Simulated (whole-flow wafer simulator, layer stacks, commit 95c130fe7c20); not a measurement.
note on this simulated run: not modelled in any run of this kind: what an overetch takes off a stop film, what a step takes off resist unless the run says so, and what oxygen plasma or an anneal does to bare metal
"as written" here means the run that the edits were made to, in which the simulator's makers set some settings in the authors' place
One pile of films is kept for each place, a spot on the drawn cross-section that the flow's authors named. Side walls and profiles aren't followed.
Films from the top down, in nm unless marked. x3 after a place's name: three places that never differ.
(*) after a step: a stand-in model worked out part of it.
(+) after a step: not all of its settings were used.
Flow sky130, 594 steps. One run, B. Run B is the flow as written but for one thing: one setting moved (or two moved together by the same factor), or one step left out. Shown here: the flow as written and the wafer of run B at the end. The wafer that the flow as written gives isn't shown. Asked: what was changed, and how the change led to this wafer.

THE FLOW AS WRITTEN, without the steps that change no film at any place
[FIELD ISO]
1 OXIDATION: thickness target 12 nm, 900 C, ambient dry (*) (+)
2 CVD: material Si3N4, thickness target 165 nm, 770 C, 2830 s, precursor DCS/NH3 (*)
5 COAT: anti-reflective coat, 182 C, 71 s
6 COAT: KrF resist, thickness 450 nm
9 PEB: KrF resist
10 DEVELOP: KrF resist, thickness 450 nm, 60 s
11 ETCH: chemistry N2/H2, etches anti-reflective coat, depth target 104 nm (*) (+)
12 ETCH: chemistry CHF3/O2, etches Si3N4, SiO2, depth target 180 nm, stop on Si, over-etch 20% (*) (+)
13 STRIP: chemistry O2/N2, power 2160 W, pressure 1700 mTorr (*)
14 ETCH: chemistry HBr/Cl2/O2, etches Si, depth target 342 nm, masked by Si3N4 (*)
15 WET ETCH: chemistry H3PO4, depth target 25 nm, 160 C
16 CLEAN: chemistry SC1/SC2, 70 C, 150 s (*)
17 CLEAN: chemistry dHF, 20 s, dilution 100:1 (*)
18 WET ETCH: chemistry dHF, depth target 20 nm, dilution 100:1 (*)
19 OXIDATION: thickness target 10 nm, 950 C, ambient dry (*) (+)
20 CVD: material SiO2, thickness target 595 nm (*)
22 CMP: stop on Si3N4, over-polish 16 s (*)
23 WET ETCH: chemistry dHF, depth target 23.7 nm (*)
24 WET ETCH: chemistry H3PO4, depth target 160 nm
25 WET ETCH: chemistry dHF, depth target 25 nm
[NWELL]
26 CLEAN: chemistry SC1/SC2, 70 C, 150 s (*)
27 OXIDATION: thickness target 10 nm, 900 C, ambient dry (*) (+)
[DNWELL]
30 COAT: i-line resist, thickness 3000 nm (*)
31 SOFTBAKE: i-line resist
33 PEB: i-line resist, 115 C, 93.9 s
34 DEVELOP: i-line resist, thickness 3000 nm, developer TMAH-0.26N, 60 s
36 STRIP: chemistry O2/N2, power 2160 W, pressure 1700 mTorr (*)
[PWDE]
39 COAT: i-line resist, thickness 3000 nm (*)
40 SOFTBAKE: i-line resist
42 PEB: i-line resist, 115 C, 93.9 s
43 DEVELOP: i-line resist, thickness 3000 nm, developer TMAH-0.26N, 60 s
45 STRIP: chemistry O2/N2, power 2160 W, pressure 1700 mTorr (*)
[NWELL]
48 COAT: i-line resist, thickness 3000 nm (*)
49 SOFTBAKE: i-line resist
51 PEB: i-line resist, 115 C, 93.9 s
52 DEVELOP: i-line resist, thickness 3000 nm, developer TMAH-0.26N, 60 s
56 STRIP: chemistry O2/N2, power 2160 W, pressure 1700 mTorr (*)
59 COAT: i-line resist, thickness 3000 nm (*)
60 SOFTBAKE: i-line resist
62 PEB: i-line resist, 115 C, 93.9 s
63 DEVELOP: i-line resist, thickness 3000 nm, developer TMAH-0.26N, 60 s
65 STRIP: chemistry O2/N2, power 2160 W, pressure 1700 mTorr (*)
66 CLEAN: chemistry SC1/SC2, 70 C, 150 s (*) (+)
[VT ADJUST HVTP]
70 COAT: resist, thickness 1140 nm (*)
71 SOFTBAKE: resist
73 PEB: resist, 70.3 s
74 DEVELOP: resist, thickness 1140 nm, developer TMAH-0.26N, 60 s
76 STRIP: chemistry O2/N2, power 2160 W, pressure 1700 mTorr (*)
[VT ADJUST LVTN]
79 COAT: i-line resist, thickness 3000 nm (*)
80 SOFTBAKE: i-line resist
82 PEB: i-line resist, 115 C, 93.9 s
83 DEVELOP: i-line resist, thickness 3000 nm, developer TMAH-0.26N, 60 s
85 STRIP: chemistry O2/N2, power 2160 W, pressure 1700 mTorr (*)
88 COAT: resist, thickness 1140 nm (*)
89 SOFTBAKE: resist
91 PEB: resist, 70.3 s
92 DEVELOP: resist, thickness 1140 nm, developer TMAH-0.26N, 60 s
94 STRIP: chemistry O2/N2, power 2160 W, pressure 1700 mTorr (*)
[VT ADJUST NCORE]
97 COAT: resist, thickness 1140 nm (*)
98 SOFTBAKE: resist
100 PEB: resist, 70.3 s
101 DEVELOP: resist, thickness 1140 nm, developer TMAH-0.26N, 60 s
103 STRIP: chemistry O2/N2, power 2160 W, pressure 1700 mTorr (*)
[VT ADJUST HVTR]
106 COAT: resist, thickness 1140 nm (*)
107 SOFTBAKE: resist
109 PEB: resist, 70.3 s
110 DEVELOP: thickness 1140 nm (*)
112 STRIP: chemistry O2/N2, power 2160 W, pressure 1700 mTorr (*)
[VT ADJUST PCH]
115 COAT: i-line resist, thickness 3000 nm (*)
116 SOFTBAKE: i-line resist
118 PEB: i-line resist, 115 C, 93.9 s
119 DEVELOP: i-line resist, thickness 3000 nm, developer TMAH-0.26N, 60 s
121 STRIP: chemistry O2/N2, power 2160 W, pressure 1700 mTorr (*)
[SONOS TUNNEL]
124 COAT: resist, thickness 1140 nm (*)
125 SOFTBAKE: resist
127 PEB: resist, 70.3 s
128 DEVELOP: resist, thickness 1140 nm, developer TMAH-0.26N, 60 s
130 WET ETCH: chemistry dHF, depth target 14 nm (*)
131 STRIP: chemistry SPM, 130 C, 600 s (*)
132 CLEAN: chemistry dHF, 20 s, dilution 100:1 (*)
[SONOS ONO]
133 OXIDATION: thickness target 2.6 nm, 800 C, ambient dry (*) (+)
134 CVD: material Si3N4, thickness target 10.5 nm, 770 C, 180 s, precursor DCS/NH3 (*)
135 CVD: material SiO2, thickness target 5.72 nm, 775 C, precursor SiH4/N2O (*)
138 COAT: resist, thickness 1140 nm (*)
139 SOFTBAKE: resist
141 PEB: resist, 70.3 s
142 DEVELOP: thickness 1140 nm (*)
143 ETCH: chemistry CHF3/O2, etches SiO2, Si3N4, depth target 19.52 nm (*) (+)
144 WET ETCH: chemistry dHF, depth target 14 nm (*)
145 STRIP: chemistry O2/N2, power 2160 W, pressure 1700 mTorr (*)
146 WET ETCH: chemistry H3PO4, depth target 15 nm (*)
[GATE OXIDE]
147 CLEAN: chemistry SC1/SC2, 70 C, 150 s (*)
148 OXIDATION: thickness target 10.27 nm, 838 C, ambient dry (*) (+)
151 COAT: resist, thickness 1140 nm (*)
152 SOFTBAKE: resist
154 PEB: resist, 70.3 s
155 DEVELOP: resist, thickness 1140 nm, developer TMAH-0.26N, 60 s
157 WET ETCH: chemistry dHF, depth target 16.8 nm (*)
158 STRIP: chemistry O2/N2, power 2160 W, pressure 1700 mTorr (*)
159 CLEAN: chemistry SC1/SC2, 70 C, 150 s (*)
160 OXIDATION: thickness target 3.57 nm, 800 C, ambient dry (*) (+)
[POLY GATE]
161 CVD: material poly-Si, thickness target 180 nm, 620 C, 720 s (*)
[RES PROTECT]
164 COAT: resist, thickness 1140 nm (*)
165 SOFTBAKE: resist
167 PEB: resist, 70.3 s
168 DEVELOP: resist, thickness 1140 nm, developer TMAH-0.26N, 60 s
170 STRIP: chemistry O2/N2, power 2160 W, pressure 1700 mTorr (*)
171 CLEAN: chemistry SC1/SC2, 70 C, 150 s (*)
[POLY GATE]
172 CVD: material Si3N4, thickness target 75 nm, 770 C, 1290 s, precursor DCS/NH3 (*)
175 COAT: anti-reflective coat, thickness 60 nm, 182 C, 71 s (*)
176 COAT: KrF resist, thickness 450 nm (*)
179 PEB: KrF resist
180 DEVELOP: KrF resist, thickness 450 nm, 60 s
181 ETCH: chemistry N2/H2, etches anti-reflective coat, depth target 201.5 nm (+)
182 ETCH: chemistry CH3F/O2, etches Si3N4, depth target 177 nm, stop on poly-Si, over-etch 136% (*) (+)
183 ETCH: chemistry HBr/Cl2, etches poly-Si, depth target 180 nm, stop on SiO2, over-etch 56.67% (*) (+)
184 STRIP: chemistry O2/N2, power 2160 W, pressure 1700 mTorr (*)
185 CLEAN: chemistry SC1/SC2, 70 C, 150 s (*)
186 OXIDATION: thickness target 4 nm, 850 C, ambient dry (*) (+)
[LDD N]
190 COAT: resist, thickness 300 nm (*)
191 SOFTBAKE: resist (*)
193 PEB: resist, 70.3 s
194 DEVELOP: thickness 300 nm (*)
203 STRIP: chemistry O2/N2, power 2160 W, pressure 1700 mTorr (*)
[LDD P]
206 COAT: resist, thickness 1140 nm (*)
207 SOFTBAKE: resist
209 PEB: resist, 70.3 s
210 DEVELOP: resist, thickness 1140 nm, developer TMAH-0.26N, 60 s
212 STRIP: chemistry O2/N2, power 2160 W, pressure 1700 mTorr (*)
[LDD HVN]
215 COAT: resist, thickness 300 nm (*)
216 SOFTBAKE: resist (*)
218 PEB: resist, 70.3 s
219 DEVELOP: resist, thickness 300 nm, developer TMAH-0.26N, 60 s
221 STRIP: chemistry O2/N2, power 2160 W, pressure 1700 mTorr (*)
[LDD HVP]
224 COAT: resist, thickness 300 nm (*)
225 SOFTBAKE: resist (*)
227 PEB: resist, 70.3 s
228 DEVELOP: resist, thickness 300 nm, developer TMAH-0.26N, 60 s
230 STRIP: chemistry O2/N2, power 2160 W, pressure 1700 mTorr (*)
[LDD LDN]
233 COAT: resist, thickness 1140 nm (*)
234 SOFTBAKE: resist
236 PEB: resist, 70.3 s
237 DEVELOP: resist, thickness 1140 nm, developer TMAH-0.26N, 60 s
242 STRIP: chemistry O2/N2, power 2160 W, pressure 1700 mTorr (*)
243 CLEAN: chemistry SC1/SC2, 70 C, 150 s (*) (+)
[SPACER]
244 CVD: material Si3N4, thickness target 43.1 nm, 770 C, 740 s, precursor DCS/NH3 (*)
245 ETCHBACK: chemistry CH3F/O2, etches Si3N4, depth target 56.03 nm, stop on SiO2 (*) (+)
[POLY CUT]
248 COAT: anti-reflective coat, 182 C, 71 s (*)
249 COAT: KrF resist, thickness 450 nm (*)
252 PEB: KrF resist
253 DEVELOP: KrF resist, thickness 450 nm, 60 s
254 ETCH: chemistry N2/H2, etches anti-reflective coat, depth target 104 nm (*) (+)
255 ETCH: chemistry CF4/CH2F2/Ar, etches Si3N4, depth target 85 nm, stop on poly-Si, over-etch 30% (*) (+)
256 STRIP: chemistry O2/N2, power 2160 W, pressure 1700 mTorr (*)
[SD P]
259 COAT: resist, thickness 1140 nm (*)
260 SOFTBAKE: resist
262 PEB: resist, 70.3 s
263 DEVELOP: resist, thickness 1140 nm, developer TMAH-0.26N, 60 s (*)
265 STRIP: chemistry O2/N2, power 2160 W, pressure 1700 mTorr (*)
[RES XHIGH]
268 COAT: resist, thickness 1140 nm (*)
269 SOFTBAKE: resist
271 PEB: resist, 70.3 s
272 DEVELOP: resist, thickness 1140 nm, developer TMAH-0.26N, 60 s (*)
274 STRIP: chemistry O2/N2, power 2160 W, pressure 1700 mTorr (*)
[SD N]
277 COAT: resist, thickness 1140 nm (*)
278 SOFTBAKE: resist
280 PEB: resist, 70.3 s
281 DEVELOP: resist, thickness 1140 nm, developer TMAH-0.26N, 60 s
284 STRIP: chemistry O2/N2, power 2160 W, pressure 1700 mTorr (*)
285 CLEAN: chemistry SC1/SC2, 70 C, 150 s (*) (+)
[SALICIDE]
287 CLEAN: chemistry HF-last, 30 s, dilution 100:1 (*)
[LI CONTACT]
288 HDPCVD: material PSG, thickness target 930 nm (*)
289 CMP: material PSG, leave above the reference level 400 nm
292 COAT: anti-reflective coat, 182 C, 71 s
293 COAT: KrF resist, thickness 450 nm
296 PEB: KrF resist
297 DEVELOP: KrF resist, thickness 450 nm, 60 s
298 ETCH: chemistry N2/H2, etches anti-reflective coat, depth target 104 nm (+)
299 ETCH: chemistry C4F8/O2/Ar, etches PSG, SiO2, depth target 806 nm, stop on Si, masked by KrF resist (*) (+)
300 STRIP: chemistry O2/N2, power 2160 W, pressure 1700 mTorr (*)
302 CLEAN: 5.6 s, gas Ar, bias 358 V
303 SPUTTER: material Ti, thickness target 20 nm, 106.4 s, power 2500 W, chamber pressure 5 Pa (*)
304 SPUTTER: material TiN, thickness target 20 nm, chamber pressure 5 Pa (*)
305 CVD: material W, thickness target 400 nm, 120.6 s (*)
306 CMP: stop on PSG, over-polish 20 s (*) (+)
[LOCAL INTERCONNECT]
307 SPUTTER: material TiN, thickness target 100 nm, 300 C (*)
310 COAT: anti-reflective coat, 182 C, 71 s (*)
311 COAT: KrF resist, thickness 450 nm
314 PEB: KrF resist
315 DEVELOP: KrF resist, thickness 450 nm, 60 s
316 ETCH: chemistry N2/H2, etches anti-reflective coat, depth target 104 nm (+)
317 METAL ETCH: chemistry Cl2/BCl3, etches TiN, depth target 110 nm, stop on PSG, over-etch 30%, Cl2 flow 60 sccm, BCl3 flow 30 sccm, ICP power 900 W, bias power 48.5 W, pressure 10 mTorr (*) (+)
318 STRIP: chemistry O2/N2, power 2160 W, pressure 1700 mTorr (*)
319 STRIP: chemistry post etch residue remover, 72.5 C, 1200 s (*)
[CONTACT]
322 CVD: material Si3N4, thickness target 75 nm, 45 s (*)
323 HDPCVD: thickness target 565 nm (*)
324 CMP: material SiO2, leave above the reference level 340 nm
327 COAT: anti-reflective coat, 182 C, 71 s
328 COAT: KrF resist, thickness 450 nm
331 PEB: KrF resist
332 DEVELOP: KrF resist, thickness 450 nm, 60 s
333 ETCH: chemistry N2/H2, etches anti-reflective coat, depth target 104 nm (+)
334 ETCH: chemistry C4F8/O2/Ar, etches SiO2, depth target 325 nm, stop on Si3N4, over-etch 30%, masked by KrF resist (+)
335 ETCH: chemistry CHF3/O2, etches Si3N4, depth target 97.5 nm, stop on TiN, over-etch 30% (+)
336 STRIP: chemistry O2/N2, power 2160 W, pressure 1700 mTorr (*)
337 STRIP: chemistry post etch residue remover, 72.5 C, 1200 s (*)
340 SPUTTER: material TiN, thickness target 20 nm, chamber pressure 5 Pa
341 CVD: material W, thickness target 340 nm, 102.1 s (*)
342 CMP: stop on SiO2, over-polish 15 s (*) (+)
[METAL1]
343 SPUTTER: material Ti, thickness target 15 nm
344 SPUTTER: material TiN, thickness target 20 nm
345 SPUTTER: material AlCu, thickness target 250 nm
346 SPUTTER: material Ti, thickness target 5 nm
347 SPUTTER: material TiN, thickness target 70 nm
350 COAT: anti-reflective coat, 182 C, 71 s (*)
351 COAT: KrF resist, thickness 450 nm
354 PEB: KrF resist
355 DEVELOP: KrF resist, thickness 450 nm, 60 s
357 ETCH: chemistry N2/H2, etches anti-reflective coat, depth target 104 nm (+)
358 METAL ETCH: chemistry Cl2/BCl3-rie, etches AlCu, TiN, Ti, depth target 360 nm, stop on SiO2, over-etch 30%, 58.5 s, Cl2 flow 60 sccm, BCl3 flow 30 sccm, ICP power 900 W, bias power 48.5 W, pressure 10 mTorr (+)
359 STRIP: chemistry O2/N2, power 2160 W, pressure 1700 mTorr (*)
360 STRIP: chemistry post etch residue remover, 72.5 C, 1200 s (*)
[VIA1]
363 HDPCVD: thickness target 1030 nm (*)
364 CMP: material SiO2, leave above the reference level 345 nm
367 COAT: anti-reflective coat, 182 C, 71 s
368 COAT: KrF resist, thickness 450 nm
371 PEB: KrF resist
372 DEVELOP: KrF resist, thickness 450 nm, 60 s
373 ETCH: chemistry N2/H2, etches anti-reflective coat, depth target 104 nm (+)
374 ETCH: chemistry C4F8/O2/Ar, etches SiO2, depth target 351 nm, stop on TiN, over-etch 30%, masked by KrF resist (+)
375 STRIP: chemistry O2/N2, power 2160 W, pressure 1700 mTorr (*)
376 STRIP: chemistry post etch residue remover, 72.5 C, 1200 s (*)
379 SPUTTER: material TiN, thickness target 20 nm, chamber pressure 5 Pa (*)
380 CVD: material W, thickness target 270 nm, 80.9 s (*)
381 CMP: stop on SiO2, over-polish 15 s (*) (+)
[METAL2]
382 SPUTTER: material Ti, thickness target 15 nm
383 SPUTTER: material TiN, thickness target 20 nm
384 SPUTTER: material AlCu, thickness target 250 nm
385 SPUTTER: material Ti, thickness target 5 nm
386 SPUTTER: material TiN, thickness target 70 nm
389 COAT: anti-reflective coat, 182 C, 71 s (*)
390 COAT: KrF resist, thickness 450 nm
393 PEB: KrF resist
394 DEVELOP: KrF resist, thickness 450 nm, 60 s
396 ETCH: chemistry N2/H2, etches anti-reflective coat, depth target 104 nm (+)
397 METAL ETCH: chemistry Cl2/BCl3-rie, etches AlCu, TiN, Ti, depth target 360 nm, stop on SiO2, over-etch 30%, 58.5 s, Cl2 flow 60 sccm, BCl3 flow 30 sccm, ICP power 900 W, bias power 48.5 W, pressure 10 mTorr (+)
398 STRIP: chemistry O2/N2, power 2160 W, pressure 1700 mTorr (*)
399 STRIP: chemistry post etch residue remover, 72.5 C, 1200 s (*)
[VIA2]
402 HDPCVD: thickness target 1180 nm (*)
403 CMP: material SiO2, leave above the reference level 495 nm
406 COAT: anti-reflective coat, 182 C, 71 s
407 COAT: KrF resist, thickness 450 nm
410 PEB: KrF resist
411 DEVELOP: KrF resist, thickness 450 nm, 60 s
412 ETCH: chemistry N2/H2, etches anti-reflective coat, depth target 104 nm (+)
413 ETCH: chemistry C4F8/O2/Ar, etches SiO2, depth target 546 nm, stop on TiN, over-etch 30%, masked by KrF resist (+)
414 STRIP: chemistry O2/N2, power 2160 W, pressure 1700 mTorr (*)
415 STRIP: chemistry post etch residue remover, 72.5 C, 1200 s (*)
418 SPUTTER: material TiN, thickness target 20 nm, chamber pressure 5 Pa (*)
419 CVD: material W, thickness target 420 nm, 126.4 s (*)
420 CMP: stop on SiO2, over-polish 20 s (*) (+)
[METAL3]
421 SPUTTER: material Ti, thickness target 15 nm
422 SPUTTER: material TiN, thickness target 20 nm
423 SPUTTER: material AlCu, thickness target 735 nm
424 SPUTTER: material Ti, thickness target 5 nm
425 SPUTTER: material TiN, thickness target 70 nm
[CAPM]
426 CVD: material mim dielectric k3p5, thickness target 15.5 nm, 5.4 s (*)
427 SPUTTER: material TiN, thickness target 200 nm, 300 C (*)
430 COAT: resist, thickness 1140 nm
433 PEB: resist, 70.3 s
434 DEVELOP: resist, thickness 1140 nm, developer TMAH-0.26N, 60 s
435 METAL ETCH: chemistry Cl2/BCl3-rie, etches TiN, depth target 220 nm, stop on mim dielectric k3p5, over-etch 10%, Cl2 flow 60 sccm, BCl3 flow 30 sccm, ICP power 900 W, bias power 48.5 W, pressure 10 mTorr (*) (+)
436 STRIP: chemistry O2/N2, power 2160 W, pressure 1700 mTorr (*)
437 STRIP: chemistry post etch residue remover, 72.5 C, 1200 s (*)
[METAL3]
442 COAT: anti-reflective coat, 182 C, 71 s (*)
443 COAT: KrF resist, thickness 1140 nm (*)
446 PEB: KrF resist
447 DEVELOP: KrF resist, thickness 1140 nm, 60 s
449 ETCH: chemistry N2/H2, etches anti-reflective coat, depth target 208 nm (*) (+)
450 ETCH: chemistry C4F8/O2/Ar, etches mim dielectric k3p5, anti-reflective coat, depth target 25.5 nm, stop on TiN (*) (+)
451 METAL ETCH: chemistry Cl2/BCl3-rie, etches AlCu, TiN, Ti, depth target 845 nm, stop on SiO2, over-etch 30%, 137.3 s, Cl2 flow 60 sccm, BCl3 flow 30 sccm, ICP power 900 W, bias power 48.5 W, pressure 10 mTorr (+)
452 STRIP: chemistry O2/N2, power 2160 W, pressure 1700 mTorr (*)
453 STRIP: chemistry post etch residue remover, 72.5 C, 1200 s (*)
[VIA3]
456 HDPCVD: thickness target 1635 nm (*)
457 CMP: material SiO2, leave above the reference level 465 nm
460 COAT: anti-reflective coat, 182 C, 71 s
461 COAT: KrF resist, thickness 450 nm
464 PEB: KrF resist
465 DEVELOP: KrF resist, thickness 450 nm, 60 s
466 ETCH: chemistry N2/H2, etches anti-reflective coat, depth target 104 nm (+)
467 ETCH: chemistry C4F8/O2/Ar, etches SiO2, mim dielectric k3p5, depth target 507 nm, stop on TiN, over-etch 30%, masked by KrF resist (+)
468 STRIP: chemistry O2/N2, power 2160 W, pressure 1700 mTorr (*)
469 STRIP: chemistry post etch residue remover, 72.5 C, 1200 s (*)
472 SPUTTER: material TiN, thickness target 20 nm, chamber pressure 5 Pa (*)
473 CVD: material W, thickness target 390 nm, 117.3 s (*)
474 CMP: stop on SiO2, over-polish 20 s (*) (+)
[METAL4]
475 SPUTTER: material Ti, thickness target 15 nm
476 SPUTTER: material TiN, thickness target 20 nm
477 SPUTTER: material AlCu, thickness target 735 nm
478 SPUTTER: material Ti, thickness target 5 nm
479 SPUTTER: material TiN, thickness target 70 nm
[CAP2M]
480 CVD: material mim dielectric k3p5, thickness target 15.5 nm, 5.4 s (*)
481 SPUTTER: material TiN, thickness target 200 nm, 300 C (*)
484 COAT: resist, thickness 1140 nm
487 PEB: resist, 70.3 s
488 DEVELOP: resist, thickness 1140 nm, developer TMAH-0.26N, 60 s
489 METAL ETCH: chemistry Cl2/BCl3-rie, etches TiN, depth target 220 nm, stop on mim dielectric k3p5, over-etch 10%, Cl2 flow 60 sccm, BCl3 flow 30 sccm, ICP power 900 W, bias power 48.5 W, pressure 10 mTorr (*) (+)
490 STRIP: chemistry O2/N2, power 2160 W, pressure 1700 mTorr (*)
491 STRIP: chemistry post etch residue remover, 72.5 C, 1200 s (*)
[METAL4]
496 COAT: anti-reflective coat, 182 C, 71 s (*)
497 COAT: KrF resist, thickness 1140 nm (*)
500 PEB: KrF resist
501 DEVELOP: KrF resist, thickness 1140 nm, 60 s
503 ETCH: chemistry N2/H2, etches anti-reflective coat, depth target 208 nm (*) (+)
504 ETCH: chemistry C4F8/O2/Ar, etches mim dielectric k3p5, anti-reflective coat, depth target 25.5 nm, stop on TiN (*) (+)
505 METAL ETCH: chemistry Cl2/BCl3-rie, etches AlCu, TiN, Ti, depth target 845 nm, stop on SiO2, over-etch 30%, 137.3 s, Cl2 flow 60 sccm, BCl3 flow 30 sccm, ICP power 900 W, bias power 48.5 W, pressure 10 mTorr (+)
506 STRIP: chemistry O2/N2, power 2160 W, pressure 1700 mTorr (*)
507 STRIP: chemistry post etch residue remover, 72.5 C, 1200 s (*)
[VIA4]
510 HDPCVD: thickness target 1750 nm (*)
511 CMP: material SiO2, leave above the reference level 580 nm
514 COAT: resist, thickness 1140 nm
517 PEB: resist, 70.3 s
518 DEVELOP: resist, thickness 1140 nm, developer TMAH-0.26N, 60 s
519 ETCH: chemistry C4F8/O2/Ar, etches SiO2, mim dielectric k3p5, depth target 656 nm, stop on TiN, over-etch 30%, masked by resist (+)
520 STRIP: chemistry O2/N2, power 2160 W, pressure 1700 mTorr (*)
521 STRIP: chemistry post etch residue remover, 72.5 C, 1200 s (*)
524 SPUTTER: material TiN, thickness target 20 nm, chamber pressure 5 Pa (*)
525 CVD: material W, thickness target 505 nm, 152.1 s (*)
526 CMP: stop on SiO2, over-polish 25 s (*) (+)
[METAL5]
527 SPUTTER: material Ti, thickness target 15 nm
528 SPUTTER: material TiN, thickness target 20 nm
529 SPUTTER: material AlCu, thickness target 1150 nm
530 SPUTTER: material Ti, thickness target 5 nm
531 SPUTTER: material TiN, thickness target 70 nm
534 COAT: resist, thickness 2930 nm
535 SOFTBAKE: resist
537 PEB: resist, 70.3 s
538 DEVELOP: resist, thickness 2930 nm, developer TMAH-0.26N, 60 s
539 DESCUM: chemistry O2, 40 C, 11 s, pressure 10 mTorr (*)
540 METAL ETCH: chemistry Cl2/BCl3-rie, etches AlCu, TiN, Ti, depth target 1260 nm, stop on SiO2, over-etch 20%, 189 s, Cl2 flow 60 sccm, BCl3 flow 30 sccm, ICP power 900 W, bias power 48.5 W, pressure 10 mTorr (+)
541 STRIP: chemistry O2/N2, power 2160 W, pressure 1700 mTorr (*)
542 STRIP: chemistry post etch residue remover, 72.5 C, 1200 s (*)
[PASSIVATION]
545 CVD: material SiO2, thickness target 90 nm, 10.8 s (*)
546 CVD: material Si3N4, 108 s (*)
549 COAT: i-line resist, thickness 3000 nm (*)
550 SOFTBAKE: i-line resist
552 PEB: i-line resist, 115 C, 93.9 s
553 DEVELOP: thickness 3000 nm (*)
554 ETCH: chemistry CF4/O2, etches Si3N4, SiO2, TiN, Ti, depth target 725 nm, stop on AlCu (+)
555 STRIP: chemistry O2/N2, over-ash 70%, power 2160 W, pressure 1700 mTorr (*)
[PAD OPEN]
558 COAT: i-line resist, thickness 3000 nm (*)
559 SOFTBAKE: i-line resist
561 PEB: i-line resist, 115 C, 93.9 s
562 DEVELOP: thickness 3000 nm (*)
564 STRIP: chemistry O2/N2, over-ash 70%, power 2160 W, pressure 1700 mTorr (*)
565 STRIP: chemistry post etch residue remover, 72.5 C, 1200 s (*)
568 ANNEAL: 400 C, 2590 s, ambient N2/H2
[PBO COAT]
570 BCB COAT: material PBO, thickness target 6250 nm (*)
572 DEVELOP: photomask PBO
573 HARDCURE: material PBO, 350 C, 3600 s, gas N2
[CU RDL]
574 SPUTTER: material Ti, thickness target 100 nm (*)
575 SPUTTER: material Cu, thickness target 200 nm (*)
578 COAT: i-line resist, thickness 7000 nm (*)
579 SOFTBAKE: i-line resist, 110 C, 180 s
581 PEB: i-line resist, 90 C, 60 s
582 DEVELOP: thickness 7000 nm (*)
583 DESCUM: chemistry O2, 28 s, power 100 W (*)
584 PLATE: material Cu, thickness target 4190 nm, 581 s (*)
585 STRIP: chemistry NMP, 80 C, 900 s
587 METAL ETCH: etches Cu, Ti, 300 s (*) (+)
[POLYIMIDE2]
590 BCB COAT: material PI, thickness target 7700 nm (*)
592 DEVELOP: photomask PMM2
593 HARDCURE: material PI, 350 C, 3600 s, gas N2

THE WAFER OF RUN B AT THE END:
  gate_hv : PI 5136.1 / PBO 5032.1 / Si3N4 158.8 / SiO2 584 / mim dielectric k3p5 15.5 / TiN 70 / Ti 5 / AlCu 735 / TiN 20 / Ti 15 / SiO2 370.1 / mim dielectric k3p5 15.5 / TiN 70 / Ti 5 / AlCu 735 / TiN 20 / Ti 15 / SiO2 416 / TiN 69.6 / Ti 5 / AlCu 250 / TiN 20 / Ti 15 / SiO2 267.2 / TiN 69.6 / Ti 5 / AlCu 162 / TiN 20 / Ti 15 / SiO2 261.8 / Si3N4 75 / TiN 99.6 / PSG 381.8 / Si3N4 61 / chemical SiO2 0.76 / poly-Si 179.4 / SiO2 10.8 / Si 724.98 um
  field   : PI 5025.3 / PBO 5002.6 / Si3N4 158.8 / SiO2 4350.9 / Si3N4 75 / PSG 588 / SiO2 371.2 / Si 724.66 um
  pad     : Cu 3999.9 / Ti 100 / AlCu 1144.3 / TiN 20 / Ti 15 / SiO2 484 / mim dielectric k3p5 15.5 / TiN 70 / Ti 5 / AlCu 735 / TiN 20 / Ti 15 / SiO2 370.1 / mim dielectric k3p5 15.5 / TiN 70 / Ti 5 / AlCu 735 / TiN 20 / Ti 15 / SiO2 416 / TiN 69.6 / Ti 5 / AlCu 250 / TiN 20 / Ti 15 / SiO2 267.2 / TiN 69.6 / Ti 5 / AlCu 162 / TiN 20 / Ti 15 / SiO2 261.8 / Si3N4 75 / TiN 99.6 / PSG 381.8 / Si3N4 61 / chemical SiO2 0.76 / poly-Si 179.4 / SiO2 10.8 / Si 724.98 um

The cause: step 345, SPUTTER: thickness target 162 nm was run, where the flow has thickness target 250 nm.
It can be read off the wafer: gate_hv has AlCu 162, and step 345 as written asks for 250 nm.

How the change led to this, step by step:
  345 SPUTTER: material AlCu, thickness target 250 nm
      field, active, n_well and 188 more: AlCu +162 (new film) (as written it would be: AlCu +250 (new film))
  358 METAL ETCH: chemistry Cl2/BCl3-rie, etches AlCu, TiN, Ti, depth target 360 nm, stop on SiO2, over-etch 30%, 58.5 s, Cl2 flow 60 sccm, BCl3 flow 30 sccm, ICP power 900 W, bias power 48.5 W, pressure 10 mTorr (+)
      field, active, gate and 81 more: TiN -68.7 (all of it), Ti -5 (all of it), AlCu -162 (all of it), TiN -20 (all of it), Ti -15 (all of it), SiO2 -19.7 (as written it would be: TiN -68.7 (all of it), Ti -5 (all of it), AlCu -250 (all of it), TiN -20 (all of it), Ti -15 (all of it), SiO2 -10.9)
  364 CMP: material SiO2, leave above the reference level 345 nm
      field, active, gate and 81 more: SiO2 -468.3 (as written it would be: SiO2 -389.1)
